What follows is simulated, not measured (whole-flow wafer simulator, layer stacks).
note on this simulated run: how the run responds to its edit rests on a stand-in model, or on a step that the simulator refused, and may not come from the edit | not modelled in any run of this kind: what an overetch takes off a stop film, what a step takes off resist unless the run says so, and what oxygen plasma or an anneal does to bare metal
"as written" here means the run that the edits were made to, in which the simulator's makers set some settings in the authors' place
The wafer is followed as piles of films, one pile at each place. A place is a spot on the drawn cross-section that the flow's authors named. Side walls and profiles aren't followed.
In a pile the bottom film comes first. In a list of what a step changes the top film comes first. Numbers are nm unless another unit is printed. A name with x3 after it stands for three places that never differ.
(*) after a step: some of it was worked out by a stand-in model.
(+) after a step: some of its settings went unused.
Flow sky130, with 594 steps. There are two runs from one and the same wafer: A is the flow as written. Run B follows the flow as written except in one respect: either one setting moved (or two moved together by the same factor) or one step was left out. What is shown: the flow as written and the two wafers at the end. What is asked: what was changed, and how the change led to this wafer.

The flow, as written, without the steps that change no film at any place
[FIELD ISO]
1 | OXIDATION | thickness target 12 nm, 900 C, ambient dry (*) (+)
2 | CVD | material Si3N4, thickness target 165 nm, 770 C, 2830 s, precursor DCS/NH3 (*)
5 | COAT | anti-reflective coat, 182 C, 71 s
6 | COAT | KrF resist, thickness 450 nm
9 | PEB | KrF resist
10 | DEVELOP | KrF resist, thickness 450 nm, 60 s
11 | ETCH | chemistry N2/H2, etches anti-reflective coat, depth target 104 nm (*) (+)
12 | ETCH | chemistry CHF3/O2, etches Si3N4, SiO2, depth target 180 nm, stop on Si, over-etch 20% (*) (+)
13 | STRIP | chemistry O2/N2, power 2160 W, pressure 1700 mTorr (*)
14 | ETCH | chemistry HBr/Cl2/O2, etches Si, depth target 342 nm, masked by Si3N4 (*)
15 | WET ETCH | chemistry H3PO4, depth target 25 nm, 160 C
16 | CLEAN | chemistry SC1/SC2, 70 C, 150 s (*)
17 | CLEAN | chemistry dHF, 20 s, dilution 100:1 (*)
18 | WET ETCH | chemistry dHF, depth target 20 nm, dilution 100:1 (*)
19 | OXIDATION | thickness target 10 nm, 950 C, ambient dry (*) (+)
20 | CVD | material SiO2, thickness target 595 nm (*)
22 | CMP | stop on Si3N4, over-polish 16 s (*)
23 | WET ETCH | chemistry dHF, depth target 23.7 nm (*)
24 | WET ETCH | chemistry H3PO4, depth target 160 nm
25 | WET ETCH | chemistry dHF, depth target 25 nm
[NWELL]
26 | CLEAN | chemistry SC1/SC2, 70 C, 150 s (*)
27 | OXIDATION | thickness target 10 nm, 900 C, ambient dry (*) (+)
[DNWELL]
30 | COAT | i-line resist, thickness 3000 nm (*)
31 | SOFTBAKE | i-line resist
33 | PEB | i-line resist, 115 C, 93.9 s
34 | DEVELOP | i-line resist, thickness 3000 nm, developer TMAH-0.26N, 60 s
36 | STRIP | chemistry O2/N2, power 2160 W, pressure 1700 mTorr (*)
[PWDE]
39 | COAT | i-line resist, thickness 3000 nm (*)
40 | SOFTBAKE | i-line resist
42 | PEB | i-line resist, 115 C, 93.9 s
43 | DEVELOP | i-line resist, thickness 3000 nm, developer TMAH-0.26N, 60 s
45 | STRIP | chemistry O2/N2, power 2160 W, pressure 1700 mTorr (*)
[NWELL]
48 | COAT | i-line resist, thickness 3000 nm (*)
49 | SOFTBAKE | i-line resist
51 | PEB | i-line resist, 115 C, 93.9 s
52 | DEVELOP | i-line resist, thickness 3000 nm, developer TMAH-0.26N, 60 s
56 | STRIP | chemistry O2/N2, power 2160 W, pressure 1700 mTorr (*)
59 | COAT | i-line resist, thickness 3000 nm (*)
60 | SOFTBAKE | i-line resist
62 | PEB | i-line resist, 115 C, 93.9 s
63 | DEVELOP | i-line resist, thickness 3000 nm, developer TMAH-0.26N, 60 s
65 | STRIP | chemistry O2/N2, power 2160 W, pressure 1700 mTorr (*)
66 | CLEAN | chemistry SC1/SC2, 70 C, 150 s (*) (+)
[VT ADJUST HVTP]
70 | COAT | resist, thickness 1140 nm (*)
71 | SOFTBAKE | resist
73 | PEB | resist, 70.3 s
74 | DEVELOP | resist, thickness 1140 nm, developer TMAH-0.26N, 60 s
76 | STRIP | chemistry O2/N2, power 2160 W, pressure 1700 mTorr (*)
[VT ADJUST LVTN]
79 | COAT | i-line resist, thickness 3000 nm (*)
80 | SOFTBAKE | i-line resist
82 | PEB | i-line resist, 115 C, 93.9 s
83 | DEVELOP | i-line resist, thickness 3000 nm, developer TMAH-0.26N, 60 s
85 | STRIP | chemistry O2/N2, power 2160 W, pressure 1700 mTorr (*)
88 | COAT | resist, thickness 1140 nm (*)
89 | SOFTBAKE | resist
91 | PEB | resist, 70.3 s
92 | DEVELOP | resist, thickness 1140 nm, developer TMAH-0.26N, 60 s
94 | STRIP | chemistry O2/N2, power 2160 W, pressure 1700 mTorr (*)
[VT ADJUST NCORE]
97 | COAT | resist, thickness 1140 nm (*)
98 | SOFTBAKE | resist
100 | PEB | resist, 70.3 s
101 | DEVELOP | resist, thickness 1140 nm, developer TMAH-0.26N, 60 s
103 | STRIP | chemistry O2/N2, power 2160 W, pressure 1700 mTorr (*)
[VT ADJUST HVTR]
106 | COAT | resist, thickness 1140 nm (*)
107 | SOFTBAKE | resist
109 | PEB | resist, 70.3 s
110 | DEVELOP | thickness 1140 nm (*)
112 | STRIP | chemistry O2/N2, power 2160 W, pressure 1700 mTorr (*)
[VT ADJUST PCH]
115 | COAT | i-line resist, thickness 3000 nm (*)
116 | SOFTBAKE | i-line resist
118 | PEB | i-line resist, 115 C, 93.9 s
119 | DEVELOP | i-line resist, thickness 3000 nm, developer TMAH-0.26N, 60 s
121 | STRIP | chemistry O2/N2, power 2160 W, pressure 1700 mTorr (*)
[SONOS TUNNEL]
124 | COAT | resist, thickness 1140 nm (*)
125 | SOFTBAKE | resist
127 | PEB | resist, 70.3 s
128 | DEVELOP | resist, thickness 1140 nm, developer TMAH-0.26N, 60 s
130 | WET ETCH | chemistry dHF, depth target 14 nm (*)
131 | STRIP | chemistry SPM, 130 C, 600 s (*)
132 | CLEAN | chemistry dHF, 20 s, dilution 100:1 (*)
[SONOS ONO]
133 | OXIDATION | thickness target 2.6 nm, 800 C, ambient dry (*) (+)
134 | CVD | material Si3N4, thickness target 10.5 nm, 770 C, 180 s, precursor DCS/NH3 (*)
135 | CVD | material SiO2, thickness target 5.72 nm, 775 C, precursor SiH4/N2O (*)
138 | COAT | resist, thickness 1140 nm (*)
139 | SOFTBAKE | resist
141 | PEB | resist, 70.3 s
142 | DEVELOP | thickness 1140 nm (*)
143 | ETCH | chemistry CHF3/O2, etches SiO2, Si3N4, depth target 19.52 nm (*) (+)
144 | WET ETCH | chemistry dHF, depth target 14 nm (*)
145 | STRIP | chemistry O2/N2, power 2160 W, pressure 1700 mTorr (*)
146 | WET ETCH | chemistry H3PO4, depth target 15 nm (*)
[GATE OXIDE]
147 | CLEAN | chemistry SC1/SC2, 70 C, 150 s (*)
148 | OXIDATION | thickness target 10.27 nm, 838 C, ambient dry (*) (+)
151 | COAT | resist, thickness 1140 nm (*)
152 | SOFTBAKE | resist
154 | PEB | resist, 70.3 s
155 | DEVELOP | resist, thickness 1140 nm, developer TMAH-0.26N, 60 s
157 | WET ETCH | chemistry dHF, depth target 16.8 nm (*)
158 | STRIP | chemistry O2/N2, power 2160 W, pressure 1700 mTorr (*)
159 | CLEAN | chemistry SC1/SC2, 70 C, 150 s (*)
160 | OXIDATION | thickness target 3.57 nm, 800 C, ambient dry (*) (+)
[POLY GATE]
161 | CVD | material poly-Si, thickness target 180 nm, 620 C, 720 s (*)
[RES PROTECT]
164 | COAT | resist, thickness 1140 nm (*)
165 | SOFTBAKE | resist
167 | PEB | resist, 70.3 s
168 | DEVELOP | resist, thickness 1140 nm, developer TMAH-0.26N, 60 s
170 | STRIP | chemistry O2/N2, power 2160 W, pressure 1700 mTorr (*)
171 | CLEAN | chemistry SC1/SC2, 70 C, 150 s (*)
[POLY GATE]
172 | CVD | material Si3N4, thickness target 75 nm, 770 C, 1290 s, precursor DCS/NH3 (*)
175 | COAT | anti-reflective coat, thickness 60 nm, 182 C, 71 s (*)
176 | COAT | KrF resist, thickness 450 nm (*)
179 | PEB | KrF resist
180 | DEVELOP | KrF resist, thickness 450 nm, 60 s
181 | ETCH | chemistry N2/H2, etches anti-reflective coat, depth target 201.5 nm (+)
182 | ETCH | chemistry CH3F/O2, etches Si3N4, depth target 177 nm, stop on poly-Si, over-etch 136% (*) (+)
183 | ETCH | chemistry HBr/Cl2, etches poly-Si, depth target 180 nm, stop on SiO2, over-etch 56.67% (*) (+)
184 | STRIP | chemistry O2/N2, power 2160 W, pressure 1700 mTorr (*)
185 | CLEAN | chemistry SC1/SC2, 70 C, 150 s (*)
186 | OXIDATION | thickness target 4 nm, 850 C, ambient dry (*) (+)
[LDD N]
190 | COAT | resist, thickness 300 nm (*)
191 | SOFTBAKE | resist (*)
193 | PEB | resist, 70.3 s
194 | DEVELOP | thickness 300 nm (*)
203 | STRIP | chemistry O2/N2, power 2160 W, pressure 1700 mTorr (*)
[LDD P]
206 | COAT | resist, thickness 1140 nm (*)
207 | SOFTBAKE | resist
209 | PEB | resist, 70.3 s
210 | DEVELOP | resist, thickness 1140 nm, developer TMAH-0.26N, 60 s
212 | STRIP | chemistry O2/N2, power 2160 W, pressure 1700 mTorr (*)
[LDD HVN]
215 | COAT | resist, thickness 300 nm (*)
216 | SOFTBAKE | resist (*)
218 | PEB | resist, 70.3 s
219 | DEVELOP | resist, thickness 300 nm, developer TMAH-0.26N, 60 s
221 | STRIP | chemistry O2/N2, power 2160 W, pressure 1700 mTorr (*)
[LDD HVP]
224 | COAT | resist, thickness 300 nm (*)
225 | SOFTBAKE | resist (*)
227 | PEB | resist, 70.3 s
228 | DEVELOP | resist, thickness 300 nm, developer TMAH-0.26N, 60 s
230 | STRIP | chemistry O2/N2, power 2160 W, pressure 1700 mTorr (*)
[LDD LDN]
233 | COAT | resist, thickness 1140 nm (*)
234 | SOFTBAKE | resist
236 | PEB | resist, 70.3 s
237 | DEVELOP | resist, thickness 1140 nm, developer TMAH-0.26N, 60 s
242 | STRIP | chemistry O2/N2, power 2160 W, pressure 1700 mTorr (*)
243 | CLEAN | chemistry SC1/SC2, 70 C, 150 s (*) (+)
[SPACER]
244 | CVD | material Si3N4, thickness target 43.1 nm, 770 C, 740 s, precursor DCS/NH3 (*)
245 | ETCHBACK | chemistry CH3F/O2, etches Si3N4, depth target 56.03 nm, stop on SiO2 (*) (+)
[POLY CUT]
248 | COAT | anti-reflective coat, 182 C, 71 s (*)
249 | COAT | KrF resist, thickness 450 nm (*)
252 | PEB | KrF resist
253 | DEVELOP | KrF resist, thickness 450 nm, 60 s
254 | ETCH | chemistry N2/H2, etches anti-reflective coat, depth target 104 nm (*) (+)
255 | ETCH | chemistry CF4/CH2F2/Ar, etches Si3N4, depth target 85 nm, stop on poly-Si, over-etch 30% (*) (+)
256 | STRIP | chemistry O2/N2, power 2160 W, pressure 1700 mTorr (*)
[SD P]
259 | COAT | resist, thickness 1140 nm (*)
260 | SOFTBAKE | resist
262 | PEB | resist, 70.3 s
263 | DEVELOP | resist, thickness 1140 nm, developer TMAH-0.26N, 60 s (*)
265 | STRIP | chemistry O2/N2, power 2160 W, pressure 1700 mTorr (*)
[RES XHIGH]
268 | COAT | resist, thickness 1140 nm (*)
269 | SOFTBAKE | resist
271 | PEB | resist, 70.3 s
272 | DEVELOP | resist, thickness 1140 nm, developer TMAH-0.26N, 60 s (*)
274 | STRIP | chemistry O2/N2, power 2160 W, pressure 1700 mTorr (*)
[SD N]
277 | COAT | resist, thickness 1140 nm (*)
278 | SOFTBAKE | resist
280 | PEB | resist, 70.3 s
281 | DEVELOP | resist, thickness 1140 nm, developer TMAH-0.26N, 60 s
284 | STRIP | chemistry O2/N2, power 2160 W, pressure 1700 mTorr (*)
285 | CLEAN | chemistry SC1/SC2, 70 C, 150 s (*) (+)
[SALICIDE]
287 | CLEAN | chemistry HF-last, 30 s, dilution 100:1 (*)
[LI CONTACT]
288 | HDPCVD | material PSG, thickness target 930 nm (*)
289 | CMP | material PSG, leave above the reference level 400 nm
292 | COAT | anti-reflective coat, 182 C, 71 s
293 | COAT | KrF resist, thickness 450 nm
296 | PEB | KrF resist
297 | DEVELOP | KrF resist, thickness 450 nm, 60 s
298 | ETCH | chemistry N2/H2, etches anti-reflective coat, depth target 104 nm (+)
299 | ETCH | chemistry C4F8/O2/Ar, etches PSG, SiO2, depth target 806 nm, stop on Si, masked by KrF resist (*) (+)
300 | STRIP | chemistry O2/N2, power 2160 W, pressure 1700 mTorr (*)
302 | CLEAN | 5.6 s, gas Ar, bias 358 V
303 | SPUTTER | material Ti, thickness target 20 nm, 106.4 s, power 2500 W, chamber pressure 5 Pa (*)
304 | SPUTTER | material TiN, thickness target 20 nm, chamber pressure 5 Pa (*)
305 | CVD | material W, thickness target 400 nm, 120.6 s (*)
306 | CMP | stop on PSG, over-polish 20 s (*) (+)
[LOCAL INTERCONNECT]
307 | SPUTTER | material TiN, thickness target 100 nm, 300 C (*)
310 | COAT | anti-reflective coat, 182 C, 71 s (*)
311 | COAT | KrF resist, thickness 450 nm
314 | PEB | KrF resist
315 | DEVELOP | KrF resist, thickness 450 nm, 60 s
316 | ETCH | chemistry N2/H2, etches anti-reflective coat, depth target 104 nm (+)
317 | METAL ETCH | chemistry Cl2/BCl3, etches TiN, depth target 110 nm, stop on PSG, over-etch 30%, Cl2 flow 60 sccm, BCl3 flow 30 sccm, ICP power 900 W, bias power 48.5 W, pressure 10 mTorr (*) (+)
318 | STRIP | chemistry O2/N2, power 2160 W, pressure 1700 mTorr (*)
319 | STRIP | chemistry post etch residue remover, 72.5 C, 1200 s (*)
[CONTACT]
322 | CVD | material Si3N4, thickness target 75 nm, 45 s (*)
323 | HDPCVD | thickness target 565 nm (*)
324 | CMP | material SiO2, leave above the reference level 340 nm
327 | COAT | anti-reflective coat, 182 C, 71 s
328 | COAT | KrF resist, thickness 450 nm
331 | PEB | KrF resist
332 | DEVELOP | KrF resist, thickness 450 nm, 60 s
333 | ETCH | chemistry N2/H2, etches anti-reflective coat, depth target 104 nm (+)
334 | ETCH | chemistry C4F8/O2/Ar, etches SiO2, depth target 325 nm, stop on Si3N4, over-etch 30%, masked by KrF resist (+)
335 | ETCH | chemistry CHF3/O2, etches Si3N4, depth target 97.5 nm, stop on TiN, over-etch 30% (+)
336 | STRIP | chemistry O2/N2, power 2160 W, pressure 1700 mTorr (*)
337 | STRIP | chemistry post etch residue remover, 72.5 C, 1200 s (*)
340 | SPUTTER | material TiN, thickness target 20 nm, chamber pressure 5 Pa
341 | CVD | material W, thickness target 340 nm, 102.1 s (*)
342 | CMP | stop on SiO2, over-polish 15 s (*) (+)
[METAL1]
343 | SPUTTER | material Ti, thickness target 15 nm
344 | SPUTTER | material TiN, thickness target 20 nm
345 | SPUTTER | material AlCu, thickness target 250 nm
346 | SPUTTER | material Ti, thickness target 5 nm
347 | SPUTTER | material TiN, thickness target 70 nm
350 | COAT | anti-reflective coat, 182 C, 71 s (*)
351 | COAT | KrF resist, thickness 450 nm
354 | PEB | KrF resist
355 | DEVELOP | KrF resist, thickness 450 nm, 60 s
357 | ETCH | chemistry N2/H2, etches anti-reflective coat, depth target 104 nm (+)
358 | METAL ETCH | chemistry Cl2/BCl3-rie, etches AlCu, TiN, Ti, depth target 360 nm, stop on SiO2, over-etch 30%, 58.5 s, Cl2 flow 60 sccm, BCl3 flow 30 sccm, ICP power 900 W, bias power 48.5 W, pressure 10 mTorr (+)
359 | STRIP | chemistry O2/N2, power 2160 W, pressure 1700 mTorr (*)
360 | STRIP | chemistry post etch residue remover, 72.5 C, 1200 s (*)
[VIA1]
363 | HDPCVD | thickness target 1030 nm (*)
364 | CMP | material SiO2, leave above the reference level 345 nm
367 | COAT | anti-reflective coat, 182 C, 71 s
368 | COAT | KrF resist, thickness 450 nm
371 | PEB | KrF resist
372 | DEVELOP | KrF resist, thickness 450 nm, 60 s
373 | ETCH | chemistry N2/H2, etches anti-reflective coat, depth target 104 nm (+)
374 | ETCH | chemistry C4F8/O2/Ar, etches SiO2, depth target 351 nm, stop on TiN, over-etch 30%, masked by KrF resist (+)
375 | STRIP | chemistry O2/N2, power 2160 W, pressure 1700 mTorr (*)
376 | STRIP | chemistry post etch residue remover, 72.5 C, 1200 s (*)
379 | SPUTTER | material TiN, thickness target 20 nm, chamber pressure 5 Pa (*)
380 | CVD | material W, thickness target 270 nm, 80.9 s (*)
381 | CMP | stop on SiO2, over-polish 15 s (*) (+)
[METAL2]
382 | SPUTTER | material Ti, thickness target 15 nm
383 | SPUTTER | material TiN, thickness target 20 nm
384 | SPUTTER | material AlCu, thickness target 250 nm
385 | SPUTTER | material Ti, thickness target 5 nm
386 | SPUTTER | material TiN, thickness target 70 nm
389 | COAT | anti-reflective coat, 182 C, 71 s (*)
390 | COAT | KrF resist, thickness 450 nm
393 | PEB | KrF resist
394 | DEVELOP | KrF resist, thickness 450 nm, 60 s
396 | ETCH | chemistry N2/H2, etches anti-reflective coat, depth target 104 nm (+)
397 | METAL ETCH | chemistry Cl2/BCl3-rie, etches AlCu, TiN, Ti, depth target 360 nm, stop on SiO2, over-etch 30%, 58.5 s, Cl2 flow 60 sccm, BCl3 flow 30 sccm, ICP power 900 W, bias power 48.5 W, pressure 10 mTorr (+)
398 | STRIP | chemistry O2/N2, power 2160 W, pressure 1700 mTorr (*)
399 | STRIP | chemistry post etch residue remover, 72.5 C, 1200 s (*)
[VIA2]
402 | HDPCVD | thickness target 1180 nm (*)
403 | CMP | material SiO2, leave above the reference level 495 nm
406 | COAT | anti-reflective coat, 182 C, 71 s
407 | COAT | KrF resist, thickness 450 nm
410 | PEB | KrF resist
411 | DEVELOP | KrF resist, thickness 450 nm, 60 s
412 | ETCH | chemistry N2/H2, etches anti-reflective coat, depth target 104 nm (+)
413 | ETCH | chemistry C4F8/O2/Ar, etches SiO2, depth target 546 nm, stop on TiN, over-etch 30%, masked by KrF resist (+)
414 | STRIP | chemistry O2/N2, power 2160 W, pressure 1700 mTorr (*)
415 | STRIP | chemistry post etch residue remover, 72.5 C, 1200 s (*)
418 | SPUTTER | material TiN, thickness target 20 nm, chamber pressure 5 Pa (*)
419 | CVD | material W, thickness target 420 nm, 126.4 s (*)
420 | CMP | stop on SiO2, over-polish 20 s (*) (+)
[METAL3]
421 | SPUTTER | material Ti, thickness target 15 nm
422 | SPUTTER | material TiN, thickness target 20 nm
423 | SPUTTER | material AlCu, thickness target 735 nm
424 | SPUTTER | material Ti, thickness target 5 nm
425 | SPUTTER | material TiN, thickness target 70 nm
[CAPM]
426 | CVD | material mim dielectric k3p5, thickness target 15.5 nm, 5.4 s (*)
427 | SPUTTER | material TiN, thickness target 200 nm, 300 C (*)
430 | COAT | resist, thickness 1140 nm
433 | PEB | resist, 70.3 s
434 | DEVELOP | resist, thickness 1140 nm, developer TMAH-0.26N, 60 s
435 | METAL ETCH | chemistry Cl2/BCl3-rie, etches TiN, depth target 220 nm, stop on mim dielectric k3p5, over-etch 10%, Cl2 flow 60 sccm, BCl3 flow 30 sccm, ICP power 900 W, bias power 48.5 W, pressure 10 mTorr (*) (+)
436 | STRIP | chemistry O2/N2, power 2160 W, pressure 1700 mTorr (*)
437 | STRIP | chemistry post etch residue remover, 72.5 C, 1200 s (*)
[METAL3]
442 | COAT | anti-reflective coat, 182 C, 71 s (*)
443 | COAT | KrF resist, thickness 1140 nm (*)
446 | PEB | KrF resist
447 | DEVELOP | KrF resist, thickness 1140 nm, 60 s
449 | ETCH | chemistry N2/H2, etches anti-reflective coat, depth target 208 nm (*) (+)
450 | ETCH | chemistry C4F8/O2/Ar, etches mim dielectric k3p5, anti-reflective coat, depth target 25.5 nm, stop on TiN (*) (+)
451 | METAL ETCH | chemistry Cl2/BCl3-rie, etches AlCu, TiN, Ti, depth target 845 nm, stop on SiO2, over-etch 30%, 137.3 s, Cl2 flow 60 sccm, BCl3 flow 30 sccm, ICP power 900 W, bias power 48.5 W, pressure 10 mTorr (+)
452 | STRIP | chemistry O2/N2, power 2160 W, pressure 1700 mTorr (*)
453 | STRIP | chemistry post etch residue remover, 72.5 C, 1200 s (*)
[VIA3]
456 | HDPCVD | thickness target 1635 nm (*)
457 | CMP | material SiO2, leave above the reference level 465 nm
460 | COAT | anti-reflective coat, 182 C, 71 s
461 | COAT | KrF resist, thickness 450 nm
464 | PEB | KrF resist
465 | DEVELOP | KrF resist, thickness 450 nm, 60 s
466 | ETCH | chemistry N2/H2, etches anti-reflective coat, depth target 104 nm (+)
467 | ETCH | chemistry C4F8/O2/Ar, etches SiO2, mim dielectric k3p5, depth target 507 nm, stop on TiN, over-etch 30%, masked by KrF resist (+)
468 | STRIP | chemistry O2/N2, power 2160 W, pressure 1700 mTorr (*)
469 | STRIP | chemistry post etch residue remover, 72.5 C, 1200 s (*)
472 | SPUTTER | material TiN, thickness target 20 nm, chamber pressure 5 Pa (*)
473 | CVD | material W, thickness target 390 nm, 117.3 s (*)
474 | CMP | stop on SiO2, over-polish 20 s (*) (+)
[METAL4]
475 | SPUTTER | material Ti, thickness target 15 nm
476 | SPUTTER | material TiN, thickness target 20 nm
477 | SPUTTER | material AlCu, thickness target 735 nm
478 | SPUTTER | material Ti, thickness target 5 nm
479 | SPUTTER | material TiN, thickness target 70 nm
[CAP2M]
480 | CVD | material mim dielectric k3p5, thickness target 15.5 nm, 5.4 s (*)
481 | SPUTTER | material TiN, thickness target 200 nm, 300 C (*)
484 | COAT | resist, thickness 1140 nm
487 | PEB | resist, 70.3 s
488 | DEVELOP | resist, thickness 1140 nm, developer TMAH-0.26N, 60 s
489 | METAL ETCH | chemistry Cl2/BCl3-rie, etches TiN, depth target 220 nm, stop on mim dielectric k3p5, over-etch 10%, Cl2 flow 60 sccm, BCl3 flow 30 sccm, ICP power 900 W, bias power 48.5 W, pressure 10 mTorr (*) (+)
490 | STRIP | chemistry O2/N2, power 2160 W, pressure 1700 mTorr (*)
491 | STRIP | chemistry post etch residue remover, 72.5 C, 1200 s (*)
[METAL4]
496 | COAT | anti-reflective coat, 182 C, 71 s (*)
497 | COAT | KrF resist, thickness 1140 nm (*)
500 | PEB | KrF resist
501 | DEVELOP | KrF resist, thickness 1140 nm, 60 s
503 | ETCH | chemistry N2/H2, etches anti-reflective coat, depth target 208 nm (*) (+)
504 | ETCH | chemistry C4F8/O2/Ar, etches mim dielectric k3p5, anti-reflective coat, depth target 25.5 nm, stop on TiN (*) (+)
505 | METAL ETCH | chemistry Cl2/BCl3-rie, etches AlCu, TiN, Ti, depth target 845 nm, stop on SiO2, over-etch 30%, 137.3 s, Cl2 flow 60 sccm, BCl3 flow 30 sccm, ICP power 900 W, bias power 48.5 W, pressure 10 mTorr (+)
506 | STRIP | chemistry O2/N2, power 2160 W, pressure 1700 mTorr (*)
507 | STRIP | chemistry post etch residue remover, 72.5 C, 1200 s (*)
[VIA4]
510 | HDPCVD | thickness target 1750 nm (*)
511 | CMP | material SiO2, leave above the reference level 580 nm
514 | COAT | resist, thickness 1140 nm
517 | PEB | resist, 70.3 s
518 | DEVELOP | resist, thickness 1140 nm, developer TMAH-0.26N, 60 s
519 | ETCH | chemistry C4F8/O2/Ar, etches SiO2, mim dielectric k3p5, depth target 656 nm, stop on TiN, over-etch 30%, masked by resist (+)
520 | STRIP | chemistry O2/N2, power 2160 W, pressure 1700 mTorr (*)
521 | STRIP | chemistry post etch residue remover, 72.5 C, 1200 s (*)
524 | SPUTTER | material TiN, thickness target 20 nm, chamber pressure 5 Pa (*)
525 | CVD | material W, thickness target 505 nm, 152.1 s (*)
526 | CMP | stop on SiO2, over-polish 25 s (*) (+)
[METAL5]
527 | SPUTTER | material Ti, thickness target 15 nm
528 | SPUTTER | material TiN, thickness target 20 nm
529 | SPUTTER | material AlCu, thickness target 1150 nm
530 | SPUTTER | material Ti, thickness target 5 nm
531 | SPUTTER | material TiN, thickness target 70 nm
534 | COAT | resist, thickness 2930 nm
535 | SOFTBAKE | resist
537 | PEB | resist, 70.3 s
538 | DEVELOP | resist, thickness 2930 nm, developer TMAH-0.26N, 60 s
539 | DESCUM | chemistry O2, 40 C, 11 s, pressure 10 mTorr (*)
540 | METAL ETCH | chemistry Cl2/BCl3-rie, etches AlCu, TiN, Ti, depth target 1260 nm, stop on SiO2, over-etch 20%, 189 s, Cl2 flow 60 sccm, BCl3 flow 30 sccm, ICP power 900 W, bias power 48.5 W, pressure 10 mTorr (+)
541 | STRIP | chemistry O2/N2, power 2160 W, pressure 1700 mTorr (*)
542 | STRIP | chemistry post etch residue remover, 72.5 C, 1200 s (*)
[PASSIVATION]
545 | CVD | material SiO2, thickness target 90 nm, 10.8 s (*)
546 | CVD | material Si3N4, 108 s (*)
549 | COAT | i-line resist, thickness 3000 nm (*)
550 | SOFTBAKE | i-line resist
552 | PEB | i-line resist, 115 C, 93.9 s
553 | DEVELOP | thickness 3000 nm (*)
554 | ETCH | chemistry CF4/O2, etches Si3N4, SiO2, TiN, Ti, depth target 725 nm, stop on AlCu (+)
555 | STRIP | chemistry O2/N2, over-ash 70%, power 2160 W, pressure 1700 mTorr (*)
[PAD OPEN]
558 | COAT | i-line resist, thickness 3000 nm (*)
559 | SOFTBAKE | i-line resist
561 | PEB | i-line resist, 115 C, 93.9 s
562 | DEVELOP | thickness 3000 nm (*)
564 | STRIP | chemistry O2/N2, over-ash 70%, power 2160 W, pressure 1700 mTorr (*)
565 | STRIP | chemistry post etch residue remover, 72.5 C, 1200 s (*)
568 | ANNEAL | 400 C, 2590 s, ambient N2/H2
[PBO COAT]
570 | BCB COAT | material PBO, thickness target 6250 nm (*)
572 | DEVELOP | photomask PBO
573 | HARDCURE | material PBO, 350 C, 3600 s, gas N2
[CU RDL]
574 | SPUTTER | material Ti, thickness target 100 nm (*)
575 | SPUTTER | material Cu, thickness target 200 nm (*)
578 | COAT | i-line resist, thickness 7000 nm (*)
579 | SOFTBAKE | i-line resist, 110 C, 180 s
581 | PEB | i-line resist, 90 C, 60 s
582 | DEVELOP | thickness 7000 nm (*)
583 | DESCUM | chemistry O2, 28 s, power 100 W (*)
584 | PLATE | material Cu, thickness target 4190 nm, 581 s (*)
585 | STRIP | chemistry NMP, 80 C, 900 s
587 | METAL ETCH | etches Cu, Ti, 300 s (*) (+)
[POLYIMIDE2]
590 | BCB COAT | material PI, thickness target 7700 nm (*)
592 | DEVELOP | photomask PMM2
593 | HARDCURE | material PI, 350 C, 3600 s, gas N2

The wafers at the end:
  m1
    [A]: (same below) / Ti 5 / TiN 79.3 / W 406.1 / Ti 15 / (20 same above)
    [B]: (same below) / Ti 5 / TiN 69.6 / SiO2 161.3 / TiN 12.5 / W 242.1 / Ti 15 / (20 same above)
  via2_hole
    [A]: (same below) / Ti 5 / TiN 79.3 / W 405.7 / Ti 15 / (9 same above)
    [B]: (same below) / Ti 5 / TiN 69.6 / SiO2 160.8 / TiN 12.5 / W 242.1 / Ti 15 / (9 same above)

The reason: step 413, ETCH: depth target 259 nm was run, while the flow as written has depth target 546 nm.

How this came from the change, step by step:
  413 | ETCH | chemistry C4F8/O2/Ar, etches SiO2, depth target 546 nm, stop on TiN, over-etch 30%, masked by KrF resist (+)
      m1: A SiO2 loses 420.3 (all of it) | B SiO2 loses 259
      via2_hole: A SiO2 loses 419.8 (all of it) | B SiO2 loses 259
      (also at 189 further places)
  414 | STRIP | chemistry O2/N2, power 2160 W, pressure 1700 mTorr (*)
      field, active, n_well and 186 more: A KrF resist loses 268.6 (all of it), anti-reflective coat loses 80 (all of it) | B KrF resist loses 326 (all of it), anti-reflective coat loses 80 (all of it)
  418 | SPUTTER | material TiN, thickness target 20 nm, chamber pressure 5 Pa (*)
      m1, via2_hole: A TiN gains 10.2 | B TiN gains 12.5 (new film)
  419 | CVD | material W, thickness target 420 nm, 126.4 s (*)
      m1: A W gains 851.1 (new film) | B W gains 687.1 (new film)
      via2_hole: A W gains 850.7 (new film) | B W gains 687.1 (new film)
If metal films that touch count as one body, m1 has 3 bodies (between them, from the top down: SiO2 161.3; SiO2 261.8 / Si3N4 75); the flow as written gives 2 bodies (between them, from the top down: SiO2 261.8 / Si3N4 75).
If metal films that touch count as one body, via2_hole has 2 bodies (between them, from the top down: SiO2 160.8); the flow as written gives 1 body.
